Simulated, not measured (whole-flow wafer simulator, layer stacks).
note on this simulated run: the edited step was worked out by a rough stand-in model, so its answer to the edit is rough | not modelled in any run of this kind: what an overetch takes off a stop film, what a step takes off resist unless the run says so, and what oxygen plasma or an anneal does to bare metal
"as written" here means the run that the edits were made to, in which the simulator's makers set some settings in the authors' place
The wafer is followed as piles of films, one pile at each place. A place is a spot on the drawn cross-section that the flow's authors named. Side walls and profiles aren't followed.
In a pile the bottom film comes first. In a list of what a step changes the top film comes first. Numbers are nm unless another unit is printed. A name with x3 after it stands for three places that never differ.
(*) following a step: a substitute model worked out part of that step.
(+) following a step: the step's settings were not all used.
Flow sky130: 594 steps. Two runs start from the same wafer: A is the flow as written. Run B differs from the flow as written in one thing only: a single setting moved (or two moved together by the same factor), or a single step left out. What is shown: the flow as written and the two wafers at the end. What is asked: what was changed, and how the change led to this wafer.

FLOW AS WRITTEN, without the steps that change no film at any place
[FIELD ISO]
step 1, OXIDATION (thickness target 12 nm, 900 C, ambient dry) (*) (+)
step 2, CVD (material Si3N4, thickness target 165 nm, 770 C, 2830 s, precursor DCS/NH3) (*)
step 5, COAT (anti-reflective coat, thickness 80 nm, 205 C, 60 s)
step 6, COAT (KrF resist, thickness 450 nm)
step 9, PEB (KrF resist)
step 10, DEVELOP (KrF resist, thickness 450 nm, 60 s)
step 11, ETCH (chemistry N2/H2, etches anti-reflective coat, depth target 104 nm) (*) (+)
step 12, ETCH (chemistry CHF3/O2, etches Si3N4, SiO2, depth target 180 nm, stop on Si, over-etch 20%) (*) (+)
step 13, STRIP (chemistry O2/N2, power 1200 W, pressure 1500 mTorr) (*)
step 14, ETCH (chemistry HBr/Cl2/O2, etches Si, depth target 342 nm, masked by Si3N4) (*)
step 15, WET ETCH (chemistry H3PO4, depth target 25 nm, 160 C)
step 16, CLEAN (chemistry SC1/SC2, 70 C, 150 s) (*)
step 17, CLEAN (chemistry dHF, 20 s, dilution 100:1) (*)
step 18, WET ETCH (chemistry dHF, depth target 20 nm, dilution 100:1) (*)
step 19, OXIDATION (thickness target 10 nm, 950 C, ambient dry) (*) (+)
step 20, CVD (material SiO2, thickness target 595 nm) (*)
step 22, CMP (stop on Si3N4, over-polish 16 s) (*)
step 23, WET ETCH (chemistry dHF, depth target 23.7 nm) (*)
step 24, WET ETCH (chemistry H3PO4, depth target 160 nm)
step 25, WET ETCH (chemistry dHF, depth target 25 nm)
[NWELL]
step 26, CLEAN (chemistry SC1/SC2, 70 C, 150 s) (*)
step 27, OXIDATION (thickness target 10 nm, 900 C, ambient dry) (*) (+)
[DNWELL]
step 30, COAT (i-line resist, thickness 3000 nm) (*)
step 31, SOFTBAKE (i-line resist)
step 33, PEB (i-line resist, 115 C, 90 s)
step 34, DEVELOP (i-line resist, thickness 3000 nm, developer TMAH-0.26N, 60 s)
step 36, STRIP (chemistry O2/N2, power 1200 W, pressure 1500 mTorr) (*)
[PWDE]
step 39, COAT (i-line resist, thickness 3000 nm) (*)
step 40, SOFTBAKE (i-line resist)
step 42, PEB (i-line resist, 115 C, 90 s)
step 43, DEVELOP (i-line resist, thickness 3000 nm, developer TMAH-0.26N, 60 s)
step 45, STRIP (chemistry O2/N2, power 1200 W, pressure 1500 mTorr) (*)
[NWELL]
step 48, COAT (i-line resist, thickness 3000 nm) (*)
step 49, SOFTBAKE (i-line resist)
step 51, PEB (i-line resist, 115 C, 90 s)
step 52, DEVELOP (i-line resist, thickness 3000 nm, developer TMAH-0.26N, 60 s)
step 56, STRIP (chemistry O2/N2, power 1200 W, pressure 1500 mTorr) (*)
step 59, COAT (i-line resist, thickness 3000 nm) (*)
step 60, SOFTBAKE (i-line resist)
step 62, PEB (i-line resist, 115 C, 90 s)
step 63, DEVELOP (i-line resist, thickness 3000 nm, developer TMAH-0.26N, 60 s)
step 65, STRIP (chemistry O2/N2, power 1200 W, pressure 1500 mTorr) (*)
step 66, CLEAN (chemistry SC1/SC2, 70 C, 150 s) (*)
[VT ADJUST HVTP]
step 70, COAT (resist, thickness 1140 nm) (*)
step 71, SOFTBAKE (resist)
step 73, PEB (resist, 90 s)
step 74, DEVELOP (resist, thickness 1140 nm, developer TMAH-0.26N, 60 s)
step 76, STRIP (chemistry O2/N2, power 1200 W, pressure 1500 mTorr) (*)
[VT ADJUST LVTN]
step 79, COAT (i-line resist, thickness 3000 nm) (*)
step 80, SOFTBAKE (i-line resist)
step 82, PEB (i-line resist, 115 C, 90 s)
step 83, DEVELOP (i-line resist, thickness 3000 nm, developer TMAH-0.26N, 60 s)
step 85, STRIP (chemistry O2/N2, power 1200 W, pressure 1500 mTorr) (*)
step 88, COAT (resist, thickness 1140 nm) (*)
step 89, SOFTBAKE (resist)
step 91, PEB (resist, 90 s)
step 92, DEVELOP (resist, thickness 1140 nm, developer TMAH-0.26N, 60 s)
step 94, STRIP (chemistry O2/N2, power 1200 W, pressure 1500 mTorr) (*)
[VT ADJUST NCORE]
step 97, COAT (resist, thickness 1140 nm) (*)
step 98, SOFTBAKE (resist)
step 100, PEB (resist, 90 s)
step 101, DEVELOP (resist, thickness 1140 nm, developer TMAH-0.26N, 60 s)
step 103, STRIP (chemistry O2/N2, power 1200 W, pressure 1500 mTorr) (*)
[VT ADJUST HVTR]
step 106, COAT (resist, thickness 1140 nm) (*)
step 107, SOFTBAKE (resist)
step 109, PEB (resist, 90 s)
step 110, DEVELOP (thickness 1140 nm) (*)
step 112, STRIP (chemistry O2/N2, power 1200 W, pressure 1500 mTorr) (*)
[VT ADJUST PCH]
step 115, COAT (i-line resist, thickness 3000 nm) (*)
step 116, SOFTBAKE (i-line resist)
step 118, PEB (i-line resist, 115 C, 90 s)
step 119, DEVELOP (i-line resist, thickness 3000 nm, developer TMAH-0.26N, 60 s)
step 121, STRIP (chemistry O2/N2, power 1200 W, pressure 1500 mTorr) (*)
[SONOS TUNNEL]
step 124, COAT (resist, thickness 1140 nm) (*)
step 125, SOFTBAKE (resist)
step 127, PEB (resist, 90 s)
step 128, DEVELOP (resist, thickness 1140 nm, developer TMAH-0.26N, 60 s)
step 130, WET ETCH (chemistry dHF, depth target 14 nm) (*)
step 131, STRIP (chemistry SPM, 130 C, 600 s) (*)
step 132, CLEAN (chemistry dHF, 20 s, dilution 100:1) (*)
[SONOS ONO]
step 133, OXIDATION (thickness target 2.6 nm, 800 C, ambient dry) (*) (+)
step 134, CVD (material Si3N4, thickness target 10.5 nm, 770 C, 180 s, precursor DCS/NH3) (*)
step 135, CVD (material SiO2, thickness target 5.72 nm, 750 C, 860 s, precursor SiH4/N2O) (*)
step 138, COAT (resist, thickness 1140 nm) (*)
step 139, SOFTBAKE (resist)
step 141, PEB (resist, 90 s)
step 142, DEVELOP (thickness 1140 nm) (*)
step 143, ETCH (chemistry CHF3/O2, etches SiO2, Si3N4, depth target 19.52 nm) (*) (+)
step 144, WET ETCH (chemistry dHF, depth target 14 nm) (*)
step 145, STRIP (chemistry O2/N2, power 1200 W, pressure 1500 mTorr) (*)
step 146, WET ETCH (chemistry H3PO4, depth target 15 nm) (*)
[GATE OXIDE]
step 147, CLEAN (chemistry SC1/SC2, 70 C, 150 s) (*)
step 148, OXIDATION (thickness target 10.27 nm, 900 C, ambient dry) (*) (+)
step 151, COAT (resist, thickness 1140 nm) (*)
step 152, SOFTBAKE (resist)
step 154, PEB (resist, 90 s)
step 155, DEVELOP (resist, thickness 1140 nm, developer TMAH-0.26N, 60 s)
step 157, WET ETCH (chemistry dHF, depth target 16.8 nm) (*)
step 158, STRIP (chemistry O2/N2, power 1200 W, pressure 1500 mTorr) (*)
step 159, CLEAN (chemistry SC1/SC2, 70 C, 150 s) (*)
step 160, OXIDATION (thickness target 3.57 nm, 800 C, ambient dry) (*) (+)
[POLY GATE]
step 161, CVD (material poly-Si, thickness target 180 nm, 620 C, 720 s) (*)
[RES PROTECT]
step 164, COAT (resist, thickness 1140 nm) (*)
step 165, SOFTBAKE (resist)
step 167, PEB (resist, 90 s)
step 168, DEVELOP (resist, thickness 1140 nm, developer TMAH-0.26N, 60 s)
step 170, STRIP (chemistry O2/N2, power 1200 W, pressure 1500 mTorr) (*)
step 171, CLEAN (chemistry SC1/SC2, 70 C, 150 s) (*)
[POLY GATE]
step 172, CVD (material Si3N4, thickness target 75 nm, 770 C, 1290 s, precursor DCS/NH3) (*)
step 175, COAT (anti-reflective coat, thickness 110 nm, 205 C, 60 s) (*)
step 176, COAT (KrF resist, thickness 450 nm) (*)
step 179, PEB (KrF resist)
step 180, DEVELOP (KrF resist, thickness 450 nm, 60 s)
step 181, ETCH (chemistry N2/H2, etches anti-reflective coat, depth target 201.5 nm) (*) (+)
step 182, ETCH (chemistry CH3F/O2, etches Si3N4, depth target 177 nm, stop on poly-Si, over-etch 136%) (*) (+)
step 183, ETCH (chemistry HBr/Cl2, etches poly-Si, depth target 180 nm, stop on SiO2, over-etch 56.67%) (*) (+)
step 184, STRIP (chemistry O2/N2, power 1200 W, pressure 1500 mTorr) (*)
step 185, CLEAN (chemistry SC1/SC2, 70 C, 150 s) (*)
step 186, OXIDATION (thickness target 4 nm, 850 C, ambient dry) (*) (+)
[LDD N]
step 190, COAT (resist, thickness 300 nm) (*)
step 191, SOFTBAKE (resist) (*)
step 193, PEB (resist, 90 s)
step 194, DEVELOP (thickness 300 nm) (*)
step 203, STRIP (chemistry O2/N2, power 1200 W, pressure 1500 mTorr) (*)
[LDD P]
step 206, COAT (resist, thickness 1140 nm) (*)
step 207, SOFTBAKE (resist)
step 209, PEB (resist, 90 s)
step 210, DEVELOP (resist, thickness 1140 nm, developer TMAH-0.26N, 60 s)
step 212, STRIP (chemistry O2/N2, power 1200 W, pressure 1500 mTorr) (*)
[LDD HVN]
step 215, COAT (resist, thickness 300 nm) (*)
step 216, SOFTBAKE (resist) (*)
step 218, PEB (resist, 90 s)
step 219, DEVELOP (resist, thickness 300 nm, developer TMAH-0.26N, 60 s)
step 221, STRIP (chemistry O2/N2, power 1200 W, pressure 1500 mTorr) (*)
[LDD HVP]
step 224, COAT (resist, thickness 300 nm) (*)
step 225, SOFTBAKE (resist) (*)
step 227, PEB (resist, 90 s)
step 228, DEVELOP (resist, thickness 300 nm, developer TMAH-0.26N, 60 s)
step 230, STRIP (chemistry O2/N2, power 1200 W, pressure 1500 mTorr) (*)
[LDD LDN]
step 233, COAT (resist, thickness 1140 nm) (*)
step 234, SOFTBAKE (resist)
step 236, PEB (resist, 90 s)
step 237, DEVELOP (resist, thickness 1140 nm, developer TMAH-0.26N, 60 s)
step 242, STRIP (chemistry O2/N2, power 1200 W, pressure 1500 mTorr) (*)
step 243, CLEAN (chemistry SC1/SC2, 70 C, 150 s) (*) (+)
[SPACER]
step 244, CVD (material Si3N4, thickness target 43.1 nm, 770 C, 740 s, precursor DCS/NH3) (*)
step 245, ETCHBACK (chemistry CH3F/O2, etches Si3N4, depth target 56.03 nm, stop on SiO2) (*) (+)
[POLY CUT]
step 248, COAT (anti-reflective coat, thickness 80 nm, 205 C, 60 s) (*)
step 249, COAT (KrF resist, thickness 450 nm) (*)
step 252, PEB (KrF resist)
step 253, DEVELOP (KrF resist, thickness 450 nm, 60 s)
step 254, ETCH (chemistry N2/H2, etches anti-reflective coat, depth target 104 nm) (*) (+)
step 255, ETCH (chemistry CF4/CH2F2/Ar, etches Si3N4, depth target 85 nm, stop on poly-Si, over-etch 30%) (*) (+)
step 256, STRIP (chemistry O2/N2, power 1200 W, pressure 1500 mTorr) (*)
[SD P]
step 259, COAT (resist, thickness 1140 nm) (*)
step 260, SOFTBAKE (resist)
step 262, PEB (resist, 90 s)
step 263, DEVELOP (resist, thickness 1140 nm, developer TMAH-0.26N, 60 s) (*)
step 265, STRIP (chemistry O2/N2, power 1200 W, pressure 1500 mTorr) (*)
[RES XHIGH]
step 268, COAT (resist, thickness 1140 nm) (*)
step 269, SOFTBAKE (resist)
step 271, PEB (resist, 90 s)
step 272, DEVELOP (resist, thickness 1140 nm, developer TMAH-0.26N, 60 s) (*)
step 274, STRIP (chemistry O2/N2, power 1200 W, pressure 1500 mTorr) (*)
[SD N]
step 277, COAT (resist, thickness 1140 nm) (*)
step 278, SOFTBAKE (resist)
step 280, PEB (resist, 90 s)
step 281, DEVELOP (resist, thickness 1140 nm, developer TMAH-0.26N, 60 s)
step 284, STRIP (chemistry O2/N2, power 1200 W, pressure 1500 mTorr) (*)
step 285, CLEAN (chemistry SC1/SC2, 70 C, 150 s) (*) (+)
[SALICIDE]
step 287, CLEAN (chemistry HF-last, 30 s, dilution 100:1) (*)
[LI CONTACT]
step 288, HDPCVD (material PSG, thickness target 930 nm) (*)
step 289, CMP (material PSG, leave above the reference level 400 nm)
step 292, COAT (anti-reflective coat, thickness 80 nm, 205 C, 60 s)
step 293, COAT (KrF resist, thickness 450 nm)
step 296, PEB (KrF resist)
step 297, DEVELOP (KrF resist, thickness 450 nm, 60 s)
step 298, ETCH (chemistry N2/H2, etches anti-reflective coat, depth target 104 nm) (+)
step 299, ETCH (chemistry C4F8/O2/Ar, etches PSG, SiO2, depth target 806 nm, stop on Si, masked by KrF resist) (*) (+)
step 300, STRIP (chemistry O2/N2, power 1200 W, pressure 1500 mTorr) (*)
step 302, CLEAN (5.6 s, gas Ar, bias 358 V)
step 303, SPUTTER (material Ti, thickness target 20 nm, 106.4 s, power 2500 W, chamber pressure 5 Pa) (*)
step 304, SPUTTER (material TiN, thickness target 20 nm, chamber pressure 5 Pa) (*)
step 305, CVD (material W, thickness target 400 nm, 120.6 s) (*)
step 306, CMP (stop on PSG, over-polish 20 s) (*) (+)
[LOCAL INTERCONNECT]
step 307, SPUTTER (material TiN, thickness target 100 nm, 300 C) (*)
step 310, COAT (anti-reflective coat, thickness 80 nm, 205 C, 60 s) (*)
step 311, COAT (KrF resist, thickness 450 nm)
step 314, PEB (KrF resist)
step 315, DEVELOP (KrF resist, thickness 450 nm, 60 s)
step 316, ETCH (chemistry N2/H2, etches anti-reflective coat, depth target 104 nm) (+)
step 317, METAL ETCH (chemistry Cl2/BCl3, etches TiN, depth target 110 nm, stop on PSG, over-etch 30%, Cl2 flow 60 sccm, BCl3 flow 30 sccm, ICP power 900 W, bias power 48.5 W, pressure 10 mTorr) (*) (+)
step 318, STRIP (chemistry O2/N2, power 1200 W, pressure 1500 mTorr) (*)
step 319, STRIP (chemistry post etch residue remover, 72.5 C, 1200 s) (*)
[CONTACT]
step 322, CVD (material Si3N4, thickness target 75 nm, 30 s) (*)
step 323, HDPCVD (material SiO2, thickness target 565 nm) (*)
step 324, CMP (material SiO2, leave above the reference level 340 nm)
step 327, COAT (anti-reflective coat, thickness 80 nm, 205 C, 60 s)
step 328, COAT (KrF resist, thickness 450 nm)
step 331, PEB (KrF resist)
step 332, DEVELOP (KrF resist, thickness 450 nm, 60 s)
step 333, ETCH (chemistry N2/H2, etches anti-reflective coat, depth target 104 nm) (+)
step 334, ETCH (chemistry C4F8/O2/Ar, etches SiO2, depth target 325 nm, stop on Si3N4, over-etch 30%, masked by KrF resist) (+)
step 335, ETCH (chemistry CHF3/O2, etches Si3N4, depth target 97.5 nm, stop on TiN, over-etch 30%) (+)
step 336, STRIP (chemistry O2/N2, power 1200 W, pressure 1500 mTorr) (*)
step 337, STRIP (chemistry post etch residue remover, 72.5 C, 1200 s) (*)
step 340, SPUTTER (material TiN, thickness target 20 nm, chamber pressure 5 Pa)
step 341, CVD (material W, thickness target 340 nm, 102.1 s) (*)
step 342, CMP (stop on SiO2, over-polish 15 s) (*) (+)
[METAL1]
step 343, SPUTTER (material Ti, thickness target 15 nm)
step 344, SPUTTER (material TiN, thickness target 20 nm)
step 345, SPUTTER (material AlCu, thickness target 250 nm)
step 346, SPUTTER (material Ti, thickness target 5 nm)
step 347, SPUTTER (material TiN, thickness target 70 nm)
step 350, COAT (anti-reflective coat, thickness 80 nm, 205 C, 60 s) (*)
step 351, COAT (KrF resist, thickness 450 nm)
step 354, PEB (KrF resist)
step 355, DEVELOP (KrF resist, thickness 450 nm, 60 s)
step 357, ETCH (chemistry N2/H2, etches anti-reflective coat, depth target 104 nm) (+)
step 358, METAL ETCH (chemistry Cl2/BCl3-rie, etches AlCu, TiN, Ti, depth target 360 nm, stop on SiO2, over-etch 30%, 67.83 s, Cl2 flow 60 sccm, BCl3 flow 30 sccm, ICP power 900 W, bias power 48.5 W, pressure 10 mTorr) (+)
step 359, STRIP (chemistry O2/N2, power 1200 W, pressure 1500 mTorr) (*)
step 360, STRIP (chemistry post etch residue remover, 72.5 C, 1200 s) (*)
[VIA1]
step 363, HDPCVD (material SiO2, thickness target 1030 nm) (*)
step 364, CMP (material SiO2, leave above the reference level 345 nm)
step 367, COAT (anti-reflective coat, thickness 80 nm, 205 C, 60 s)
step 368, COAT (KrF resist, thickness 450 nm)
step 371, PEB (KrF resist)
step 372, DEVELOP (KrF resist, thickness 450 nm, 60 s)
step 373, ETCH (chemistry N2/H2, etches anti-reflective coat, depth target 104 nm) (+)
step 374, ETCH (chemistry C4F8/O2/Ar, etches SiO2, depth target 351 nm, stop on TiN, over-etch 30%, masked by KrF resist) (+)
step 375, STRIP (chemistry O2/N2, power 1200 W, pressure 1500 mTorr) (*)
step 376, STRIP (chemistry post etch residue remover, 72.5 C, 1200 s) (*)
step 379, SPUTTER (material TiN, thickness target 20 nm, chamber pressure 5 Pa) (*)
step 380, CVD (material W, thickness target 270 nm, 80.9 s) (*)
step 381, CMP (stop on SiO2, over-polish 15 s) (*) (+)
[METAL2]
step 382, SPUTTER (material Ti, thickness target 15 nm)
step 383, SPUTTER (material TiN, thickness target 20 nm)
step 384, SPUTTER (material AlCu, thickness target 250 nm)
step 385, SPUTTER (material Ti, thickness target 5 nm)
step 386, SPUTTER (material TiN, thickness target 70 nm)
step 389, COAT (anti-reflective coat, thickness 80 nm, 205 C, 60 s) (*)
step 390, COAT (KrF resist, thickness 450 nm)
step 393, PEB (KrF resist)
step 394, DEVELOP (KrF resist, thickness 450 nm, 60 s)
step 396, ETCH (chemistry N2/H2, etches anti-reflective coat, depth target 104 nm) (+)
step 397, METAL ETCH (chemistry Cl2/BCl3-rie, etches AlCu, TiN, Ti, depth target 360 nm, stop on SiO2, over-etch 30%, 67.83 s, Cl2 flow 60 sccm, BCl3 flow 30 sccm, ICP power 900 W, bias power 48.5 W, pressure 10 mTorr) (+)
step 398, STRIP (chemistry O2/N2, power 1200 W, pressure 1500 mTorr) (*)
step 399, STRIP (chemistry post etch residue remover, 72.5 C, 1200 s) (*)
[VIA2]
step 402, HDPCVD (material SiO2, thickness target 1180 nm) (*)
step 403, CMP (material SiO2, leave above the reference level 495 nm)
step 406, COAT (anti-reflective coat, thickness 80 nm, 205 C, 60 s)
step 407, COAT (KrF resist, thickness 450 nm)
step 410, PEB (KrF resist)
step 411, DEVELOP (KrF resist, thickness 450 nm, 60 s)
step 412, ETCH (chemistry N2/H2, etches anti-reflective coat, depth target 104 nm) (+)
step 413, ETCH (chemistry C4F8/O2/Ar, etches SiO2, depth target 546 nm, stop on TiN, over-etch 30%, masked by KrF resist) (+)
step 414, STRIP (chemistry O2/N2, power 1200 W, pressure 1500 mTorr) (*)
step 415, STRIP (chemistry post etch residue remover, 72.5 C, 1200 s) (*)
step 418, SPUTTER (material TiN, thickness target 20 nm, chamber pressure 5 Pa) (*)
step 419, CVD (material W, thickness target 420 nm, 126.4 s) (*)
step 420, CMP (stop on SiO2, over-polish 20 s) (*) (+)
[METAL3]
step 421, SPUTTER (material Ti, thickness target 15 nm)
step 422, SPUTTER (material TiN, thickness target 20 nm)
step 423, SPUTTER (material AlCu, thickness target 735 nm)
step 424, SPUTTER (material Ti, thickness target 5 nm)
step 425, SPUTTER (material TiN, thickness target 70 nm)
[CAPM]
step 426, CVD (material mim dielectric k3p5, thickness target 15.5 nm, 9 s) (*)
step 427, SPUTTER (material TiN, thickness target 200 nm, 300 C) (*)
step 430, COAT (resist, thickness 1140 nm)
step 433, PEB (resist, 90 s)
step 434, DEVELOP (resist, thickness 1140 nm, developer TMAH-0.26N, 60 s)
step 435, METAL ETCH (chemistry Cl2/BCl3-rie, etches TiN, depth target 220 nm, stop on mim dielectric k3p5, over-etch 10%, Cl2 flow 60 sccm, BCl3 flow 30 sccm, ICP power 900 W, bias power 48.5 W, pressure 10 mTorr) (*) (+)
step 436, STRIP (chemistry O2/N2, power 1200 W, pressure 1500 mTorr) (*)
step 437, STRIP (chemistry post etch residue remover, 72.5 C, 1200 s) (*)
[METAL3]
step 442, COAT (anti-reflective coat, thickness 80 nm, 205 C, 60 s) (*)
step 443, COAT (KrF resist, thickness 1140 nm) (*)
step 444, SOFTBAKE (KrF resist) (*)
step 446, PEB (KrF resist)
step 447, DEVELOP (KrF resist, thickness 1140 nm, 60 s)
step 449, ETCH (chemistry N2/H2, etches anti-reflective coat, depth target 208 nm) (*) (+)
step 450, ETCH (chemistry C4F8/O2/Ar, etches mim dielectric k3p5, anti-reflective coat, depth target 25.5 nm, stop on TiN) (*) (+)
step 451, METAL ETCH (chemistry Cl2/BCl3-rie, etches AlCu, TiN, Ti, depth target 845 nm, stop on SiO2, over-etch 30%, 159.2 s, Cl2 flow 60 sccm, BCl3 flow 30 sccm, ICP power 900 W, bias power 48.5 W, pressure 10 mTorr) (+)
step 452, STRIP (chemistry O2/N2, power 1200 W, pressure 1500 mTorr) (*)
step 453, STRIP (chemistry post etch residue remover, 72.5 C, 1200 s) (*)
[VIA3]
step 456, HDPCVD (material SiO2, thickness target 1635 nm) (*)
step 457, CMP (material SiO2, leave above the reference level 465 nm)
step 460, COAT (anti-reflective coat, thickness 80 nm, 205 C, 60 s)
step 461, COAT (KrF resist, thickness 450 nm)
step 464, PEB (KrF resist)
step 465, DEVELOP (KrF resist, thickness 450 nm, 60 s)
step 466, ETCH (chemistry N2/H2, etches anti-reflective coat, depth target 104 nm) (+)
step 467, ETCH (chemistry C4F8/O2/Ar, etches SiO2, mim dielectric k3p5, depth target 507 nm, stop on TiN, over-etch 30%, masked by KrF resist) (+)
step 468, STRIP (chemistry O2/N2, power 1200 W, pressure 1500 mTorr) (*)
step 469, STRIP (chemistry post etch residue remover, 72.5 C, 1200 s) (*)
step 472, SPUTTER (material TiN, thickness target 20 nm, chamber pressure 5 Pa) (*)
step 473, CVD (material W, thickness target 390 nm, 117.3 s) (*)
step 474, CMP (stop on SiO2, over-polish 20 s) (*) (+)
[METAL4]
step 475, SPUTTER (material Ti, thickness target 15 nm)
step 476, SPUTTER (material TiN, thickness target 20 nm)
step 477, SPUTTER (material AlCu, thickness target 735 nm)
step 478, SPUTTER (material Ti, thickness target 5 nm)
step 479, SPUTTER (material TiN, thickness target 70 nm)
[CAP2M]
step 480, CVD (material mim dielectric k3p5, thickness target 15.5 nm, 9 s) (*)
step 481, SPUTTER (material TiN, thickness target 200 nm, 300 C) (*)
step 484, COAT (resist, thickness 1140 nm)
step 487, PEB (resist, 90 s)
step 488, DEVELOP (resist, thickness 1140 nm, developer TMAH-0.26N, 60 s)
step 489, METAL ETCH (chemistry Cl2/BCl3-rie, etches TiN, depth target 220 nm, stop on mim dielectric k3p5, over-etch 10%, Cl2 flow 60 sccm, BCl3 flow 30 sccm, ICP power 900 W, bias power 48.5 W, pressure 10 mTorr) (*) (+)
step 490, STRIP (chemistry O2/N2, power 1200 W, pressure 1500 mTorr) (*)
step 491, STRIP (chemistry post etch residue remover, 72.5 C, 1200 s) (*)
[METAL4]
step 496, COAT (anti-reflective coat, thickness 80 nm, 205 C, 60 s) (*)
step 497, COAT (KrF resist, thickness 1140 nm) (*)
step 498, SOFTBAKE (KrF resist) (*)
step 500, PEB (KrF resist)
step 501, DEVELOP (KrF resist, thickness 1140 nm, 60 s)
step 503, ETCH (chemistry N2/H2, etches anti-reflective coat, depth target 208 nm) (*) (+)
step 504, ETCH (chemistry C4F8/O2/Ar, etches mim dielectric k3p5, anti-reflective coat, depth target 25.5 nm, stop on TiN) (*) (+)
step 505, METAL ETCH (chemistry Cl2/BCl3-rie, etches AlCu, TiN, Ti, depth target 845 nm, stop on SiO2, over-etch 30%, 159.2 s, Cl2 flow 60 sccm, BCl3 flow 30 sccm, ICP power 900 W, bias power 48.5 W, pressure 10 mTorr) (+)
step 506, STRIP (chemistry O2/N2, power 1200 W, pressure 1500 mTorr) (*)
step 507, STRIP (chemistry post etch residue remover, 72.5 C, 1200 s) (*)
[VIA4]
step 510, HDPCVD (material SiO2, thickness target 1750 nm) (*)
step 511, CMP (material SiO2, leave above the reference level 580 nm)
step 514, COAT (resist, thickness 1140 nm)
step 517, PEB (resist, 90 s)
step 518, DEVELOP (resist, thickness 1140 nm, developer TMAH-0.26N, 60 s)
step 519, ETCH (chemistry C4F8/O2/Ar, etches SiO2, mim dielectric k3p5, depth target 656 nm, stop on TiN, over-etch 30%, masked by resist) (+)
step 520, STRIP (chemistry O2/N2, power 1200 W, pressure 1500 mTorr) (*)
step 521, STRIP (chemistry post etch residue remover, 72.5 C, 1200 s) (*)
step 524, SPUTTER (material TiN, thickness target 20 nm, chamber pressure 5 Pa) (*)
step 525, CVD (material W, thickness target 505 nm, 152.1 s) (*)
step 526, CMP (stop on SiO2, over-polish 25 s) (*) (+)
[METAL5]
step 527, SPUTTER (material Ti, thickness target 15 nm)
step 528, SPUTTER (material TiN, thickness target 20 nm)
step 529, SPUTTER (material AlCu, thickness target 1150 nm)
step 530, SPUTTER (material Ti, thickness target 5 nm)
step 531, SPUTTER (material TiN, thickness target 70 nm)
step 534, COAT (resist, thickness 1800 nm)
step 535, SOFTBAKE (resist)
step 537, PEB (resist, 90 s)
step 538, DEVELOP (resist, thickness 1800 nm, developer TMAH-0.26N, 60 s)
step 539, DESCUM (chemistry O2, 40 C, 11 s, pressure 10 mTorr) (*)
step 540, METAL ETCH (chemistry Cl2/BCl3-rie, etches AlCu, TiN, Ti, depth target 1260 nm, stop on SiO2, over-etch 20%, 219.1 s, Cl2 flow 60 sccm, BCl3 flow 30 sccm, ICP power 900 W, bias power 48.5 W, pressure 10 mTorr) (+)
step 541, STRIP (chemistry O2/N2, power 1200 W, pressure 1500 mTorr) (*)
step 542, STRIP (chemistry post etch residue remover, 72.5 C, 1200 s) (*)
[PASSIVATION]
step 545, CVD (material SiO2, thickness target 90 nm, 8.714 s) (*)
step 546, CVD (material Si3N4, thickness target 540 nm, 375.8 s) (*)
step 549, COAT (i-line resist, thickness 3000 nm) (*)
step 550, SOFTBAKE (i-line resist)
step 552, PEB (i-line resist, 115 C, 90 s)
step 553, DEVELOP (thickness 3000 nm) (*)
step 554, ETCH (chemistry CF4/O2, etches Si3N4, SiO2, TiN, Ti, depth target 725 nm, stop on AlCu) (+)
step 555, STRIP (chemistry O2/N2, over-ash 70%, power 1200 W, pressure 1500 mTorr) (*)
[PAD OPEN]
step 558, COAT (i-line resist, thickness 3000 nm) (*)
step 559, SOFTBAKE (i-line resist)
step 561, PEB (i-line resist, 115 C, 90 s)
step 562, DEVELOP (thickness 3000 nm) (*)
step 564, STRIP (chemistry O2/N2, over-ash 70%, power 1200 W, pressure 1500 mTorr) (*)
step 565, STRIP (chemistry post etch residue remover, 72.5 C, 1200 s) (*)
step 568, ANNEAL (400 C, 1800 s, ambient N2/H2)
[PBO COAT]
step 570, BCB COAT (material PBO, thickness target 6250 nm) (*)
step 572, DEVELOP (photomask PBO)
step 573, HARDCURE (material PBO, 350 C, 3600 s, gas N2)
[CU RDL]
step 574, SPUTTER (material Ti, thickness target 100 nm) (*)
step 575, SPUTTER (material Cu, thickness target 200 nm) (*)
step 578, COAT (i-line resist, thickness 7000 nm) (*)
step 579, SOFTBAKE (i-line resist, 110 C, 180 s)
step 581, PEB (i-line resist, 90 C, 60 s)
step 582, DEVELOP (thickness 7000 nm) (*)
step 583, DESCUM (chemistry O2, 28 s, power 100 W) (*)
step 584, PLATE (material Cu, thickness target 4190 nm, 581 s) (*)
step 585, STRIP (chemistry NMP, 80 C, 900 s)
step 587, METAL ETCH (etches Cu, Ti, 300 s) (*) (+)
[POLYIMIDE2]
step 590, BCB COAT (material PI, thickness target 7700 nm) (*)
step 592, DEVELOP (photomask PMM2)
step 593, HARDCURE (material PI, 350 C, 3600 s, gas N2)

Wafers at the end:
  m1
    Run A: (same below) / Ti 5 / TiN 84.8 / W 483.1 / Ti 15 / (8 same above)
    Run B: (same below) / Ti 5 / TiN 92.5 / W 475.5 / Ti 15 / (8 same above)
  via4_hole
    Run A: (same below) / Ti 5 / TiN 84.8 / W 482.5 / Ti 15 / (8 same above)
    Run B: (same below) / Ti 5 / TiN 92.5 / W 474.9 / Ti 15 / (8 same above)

The reason: step 524, SPUTTER: thickness target 30 nm was run, whereas the flow has thickness target 20 nm.

The path from the change to this, step by step:
  step 524, SPUTTER (material TiN, thickness target 20 nm, chamber pressure 5 Pa) (*)
      field, active, n_well and 188 more: A TiN gains 20 (new film) | B TiN gains 30 (new film)
      m1, via4_hole: A TiN gains 15.3 | B TiN gains 22.9
  step 526, CMP (stop on SiO2, over-polish 25 s) (*) (+)
      field, active, n_well and 188 more: A W loses 505 (all of it), TiN loses 20 (all of it), SiO2 loses 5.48 | B W loses 505 (all of it), TiN loses 30 (all of it), SiO2 loses 5.48
